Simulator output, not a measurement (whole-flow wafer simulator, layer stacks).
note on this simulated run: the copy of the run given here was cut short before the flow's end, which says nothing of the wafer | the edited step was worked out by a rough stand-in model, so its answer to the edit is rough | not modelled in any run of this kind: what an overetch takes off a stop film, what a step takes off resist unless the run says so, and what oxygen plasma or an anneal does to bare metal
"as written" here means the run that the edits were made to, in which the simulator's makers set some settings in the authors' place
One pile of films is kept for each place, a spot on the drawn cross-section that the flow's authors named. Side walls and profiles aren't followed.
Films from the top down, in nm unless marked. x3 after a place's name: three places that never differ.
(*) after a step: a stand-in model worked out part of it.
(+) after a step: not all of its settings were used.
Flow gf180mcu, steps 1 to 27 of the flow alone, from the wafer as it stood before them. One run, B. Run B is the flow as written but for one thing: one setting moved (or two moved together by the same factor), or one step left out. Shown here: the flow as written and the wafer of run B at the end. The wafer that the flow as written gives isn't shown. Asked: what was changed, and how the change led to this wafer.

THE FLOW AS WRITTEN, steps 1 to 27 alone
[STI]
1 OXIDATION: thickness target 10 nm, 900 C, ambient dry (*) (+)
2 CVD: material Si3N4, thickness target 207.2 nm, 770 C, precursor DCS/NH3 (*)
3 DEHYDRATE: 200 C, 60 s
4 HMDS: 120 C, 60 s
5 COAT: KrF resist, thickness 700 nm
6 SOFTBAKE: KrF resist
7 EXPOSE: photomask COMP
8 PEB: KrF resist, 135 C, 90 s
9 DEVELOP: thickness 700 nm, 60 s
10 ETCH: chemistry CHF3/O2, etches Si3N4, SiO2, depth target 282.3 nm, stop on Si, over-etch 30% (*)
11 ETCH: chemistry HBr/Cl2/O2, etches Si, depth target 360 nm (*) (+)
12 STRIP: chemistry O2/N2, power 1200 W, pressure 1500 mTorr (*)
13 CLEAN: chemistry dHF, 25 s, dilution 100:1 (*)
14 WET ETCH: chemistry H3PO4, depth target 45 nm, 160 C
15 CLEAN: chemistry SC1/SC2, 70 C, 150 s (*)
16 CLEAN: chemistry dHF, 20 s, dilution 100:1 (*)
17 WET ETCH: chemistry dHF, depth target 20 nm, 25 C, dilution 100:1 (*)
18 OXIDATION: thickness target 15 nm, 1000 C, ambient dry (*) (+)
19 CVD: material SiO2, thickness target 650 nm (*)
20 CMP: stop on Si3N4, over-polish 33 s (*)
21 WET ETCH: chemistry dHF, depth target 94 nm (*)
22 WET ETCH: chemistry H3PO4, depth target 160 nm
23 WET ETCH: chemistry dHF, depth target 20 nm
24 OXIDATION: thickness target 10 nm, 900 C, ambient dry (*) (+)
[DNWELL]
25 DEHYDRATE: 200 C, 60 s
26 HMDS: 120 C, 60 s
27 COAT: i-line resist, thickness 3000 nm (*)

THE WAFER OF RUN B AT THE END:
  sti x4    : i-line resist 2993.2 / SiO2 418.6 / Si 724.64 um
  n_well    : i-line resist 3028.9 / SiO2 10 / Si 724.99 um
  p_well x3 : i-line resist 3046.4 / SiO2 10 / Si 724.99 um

The cause: step 21, WET ETCH: depth target 81.4 nm was run, where the flow has depth target 94 nm.

How the change led to this, step by step:
  21 WET ETCH: chemistry dHF, depth target 94 nm (*)
      active, n_well, p_well x3 and 38 more: Si3N4 -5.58 (as written it would be: Si3N4 -6.43)
      field, field_sub, sti x4 and 31 more: SiO2 -81.4 (as written it would be: SiO2 -94)
